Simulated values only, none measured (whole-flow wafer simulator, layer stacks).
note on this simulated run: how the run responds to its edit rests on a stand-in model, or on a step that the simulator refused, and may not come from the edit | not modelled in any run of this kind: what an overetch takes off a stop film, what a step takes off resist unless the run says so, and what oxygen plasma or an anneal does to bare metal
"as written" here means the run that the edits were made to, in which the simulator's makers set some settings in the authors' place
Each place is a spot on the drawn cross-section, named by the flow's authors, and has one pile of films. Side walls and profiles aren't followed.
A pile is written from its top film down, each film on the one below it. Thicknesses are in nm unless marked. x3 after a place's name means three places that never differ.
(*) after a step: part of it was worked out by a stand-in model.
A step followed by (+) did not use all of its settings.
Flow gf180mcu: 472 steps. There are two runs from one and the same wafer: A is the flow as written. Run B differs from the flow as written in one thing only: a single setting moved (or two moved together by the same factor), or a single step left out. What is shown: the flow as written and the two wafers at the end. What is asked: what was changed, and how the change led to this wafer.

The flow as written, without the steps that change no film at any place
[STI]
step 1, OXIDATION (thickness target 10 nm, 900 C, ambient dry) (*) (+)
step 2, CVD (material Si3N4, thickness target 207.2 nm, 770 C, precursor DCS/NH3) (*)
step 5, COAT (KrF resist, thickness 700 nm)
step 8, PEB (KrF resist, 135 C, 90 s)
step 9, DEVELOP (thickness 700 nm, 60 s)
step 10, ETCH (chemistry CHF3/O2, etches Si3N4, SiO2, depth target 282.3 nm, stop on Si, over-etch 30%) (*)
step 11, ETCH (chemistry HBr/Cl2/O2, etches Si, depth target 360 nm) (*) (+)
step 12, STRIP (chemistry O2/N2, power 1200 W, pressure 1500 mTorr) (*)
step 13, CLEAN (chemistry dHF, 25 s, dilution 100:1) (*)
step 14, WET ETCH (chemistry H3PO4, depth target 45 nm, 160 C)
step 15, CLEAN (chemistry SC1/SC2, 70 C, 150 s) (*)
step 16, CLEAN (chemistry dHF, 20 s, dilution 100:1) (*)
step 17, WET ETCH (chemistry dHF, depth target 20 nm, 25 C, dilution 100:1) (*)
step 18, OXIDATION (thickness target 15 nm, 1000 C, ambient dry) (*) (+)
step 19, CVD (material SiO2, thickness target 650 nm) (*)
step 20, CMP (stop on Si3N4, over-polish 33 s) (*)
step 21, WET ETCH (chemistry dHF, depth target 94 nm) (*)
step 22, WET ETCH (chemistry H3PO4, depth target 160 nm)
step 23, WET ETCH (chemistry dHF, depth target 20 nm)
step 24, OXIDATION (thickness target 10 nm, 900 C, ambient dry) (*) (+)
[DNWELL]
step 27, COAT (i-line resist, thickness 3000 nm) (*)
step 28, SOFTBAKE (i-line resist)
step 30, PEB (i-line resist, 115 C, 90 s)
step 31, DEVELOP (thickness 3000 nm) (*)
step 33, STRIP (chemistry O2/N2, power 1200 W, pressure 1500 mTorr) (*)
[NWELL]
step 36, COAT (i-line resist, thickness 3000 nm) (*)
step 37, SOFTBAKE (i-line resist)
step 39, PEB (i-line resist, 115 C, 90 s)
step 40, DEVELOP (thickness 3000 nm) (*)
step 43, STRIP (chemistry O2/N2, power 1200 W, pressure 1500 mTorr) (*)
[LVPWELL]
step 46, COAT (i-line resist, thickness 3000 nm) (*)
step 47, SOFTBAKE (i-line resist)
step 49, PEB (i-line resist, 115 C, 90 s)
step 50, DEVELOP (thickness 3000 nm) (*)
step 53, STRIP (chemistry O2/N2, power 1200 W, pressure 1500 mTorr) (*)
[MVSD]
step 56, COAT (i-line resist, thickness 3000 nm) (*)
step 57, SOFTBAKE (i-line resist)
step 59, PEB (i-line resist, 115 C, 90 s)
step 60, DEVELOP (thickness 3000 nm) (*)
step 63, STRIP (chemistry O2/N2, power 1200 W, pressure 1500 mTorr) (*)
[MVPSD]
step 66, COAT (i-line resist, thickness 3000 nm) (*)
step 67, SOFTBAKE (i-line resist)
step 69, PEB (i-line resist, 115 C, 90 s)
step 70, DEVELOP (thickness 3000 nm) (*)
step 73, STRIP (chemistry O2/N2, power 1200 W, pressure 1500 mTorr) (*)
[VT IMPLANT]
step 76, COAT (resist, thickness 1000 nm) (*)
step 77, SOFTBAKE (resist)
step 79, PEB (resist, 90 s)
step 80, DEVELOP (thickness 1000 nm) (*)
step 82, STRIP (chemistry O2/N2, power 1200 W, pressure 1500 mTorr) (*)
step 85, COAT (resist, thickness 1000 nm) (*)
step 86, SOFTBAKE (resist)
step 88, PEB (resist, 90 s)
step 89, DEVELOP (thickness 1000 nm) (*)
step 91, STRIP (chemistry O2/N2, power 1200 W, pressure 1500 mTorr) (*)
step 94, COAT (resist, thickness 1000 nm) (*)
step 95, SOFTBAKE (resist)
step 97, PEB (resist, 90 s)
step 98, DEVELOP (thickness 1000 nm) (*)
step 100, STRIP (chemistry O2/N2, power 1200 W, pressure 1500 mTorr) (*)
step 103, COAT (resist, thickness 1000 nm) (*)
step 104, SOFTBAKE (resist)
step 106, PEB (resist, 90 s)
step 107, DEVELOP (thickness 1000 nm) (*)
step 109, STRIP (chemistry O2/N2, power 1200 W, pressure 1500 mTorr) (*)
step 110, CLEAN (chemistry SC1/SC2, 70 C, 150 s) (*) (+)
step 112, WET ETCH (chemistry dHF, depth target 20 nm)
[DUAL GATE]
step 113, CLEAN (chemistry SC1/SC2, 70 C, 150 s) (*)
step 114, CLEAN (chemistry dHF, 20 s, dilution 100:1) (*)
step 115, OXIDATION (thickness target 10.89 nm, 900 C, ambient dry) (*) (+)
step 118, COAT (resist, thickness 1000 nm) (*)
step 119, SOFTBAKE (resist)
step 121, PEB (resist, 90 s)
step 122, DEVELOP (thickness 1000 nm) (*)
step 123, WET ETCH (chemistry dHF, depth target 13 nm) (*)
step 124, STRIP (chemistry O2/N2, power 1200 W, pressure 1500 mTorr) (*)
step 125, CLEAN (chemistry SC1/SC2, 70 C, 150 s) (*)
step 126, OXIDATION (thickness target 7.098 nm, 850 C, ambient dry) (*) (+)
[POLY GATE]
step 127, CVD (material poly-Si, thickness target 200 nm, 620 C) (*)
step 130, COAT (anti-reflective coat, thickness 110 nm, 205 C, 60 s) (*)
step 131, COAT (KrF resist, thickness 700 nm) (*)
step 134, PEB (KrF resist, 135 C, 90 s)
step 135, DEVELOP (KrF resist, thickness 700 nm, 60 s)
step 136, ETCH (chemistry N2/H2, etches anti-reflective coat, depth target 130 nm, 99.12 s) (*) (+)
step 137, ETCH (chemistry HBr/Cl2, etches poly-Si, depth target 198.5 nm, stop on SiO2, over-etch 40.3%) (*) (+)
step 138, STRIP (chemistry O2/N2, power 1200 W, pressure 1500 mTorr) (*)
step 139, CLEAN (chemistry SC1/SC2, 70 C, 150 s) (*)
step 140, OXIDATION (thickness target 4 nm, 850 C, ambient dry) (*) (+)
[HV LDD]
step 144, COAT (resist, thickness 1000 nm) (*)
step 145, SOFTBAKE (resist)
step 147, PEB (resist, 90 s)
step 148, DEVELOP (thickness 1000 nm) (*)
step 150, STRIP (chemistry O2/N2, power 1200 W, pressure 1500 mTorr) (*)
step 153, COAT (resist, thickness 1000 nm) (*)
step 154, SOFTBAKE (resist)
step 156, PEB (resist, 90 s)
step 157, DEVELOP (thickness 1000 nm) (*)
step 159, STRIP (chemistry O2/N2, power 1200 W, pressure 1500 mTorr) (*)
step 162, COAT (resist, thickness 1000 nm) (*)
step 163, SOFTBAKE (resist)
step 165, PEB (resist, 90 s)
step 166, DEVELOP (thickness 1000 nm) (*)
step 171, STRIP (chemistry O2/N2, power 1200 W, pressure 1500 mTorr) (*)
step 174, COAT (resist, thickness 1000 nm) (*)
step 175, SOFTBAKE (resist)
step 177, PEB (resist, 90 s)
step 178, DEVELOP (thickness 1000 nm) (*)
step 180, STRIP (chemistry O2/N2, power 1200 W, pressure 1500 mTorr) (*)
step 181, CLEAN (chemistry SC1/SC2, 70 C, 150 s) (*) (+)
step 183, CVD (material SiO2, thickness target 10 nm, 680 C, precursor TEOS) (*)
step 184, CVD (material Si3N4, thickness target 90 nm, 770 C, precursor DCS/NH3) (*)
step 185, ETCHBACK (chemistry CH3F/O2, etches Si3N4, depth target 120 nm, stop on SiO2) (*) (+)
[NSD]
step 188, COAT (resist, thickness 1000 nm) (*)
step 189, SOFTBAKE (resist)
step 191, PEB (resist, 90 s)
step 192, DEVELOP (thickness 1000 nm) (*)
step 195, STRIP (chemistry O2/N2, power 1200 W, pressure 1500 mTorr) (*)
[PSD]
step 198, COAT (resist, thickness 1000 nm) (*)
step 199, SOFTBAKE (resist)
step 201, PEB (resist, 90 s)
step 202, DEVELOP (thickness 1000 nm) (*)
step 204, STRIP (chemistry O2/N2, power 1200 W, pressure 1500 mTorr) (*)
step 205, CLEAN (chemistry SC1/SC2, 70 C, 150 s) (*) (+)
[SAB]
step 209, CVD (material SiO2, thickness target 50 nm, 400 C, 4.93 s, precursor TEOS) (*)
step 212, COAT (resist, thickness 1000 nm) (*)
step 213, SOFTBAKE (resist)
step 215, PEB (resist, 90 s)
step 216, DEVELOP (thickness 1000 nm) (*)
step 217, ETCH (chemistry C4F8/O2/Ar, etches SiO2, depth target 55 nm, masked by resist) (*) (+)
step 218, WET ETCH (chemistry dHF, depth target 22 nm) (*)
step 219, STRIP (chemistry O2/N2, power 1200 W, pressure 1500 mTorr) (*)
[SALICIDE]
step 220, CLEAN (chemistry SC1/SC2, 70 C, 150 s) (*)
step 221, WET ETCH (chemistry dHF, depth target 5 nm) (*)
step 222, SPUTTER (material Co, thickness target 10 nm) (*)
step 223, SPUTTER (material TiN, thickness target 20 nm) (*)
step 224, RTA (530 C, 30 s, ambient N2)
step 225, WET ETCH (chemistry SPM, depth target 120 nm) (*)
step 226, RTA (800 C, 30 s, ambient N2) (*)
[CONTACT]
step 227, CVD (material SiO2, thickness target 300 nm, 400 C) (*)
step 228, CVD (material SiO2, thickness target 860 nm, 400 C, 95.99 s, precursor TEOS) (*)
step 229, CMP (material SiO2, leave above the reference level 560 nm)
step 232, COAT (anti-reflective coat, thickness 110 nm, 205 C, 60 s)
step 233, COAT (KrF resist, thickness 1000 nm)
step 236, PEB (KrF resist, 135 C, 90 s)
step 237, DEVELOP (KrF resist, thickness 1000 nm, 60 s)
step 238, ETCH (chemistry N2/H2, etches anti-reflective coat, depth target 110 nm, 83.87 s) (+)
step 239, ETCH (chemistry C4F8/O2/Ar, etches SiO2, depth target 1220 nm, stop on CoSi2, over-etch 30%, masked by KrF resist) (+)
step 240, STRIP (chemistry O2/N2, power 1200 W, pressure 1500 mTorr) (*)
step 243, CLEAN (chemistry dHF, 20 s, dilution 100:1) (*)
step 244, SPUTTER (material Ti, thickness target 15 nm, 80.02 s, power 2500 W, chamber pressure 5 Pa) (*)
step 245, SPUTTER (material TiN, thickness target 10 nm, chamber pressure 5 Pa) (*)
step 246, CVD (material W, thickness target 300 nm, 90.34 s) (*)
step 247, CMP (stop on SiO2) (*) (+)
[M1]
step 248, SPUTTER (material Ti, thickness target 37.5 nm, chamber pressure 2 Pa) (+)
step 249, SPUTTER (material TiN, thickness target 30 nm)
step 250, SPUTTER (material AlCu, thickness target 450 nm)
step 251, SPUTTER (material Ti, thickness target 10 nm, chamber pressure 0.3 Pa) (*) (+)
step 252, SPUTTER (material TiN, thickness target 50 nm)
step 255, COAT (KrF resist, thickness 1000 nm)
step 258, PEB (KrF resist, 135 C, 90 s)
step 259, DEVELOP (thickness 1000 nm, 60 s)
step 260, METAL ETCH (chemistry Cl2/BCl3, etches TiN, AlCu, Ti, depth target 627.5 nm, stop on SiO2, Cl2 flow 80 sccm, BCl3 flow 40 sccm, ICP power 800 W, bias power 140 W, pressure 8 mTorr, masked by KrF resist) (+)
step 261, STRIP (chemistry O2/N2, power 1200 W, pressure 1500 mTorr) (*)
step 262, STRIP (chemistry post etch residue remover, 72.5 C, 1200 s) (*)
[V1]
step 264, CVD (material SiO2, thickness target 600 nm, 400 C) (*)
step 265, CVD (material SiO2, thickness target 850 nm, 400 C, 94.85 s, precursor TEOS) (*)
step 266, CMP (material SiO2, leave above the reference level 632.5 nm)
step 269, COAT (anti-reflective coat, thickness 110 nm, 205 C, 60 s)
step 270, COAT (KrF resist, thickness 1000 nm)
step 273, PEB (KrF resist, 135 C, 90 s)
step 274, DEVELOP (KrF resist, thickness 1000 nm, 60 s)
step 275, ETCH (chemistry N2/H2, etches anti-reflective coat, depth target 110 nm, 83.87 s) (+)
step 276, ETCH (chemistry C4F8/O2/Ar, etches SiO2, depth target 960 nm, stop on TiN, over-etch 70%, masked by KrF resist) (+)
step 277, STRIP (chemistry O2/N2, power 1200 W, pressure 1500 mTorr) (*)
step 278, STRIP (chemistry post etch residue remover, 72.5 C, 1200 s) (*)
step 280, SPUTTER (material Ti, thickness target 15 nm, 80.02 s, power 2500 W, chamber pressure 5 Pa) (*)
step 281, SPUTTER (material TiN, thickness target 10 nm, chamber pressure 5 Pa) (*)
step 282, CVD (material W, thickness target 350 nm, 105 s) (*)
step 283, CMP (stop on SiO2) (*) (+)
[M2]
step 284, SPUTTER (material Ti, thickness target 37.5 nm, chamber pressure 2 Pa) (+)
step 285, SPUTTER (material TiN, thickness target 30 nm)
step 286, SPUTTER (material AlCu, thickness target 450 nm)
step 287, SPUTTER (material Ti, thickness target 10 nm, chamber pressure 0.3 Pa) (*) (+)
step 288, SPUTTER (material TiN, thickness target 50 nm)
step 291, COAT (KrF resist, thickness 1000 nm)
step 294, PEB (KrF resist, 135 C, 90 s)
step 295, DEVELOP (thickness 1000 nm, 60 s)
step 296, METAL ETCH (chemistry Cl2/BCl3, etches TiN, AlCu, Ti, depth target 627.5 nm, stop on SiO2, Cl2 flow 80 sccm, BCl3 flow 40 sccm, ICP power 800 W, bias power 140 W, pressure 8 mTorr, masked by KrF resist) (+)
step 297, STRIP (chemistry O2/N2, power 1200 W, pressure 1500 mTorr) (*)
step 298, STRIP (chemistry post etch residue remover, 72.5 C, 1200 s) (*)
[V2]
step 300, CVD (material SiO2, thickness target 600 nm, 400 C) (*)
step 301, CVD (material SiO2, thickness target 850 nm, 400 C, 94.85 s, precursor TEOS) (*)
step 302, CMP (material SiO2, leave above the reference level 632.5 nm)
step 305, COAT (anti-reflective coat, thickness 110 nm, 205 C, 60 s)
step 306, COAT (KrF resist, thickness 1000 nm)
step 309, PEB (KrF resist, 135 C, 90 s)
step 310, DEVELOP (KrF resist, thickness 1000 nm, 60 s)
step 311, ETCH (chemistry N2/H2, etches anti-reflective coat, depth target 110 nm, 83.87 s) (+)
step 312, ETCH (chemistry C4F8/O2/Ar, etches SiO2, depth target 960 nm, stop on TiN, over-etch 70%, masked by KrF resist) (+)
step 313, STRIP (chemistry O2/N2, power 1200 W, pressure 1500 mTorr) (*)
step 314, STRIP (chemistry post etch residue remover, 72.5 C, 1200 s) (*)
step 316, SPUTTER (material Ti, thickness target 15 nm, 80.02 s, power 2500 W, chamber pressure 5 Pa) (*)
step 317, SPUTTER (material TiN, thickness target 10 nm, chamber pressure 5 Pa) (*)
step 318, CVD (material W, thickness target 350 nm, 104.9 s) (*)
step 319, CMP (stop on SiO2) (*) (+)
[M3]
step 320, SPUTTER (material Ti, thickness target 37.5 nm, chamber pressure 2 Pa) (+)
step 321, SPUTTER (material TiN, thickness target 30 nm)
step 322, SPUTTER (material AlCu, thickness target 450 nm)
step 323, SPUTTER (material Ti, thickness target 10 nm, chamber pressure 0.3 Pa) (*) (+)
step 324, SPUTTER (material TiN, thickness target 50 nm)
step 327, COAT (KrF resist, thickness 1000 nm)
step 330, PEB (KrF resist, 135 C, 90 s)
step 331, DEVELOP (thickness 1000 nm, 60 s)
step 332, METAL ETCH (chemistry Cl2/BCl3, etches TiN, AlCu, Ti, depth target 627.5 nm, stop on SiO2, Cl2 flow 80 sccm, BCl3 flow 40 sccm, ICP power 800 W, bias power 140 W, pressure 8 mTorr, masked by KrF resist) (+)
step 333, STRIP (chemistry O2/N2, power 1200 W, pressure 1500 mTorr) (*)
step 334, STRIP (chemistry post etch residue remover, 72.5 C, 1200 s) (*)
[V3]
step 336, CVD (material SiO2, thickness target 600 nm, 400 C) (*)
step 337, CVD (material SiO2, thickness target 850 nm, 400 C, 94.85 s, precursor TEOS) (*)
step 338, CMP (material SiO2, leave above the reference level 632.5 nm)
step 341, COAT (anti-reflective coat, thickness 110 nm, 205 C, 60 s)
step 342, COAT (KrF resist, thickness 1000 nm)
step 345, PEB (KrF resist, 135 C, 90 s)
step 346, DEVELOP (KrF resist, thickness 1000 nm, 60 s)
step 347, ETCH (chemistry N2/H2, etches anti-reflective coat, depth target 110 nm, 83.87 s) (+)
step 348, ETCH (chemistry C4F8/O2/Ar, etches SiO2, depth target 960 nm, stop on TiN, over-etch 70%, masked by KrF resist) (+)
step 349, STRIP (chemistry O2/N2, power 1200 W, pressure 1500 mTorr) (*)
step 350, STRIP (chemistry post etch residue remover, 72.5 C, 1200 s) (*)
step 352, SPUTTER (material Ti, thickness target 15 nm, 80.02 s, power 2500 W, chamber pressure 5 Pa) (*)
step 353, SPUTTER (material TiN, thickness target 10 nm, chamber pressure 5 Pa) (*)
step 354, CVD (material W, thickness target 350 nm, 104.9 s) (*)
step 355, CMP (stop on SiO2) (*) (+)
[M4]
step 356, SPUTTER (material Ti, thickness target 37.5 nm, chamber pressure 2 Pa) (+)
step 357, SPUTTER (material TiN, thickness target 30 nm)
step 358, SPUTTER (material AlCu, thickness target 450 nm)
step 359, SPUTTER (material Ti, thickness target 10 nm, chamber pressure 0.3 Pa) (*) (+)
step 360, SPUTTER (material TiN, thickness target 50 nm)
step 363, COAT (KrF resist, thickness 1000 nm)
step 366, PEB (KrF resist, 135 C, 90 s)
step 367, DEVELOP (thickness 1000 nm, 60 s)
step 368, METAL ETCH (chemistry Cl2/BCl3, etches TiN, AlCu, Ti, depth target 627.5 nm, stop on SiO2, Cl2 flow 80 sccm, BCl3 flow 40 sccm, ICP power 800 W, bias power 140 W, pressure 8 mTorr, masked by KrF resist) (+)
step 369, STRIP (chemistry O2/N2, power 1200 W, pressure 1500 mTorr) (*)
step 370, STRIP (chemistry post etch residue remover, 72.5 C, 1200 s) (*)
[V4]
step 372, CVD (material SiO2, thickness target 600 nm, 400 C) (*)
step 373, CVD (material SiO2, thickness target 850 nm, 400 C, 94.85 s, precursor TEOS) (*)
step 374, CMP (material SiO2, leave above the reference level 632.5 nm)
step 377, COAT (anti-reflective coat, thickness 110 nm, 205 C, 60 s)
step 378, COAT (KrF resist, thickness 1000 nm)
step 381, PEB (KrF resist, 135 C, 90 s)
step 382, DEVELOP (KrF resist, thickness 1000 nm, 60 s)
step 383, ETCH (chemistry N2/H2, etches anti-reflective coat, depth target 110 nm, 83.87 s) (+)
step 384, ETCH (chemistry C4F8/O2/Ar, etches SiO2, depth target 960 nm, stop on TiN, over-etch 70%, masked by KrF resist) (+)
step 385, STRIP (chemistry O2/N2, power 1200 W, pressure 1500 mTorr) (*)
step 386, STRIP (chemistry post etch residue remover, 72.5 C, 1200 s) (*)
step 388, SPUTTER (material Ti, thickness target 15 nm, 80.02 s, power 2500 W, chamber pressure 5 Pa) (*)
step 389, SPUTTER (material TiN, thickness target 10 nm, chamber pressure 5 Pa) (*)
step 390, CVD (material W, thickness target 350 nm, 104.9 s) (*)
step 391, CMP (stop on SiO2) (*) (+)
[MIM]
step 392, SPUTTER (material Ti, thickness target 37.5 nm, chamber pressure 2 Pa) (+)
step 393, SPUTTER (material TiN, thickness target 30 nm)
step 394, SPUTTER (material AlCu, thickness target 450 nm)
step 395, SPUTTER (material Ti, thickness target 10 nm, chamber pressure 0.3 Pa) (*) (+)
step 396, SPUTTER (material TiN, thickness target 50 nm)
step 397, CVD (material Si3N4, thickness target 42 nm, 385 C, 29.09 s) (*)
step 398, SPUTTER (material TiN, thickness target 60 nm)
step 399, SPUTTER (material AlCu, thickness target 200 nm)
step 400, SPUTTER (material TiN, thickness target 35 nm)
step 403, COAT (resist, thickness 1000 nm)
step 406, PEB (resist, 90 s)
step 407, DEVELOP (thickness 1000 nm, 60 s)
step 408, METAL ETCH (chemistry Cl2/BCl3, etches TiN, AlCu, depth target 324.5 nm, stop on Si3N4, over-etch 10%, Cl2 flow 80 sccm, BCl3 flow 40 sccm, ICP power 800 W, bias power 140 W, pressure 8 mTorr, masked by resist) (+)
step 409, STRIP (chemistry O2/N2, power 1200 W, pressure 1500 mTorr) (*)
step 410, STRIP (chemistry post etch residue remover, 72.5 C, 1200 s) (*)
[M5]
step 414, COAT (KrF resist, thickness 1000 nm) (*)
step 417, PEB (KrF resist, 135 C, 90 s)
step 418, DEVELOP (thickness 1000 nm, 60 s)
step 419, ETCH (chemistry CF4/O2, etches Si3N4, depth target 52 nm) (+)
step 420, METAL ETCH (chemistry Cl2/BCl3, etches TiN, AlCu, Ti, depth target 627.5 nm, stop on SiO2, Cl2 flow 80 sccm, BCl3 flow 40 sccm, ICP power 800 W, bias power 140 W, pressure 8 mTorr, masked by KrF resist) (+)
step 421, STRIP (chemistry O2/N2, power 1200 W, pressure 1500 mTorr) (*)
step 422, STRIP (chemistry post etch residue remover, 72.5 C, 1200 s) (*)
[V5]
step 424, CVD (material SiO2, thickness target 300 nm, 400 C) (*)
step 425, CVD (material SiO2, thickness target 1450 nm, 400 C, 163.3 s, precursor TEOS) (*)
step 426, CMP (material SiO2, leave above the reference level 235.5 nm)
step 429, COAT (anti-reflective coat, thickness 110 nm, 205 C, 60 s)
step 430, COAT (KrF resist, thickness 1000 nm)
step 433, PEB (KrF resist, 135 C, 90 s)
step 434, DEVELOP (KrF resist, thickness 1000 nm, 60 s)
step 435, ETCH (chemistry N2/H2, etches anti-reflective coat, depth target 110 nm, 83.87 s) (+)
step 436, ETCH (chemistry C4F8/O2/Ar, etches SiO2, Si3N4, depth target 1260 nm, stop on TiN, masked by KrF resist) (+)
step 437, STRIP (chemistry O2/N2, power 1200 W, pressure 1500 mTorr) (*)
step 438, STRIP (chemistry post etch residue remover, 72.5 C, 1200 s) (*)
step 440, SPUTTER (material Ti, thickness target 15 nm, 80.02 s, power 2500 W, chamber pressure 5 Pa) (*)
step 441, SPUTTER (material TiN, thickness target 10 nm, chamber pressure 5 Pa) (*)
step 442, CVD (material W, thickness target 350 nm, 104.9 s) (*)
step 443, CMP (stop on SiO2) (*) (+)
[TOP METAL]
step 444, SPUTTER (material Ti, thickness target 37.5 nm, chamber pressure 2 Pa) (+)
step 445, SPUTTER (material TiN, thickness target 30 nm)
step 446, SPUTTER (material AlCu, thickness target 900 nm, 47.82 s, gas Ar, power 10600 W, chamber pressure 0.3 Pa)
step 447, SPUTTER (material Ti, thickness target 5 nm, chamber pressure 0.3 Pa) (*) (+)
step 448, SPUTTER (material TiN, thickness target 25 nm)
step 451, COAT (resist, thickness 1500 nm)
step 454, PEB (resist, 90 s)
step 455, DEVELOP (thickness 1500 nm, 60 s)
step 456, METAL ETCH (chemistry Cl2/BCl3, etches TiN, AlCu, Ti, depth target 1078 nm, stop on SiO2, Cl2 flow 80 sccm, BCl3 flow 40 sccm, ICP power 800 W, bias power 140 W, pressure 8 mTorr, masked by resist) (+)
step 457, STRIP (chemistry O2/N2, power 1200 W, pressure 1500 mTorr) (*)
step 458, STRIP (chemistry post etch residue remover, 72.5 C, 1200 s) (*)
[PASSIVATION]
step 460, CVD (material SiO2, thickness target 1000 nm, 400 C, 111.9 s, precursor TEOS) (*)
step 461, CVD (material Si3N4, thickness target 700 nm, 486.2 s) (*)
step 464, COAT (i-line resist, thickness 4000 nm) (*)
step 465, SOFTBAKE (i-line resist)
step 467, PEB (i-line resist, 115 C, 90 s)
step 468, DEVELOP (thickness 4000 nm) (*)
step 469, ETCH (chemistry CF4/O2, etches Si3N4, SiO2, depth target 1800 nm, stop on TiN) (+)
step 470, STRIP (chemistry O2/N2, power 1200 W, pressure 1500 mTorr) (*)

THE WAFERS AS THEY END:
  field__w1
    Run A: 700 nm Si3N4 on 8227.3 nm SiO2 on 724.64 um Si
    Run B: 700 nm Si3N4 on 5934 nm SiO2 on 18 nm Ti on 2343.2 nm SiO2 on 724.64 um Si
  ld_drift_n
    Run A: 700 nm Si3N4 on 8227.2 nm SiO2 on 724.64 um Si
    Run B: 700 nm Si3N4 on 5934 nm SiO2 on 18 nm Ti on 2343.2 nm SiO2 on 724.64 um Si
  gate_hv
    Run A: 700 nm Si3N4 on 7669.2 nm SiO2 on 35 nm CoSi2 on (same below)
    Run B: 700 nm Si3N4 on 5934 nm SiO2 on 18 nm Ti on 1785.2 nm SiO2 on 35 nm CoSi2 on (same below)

Cause: step 286, SPUTTER: thickness target 518 nm was run, while the flow as written has thickness target 450 nm.

How this came from the change, step by step:
  step 286, SPUTTER (material AlCu, thickness target 450 nm)
      field, field__w1, field__w2 and 108 more: A AlCu gains 450 (new film) | B AlCu gains 518 (new film)
  step 296, METAL ETCH (chemistry Cl2/BCl3, etches TiN, AlCu, Ti, depth target 627.5 nm, stop on SiO2, Cl2 flow 80 sccm, BCl3 flow 40 sccm, ICP power 800 W, bias power 140 W, pressure 8 mTorr, masked by KrF resist) (+)
      field, field__w1, field__w2 and 103 more: A TiN loses 50 (all of it), Ti loses 10 (all of it), AlCu loses 450 (all of it), TiN loses 30 (all of it), Ti loses 37.5 (all of it) | B TiN loses 50 (all of it), Ti loses 10 (all of it), AlCu loses 518 (all of it), TiN loses 30 (all of it), Ti loses 19.5
  step 300, CVD (material SiO2, thickness target 600 nm, 400 C) (*)
      field, field__w1, field__w2 and 103 more: A SiO2 gains 600 | B SiO2 gains 600 (new film)
  step 302, CMP (material SiO2, leave above the reference level 632.5 nm)
      field, field__w1, field__w2 and 103 more: A SiO2 loses 300 | B SiO2 loses 250
With metal films that touch counted as one body, field__w1 has 1 body; the flow as written gives 0 bodies.
With metal films that touch counted as one body, ld_drift_n has 1 body; the flow as written gives 0 bodies.
With metal films that touch counted as one body, gate_hv has 2 bodies (between them, from the top down: SiO2 1785.2); the flow as written gives 1 body.
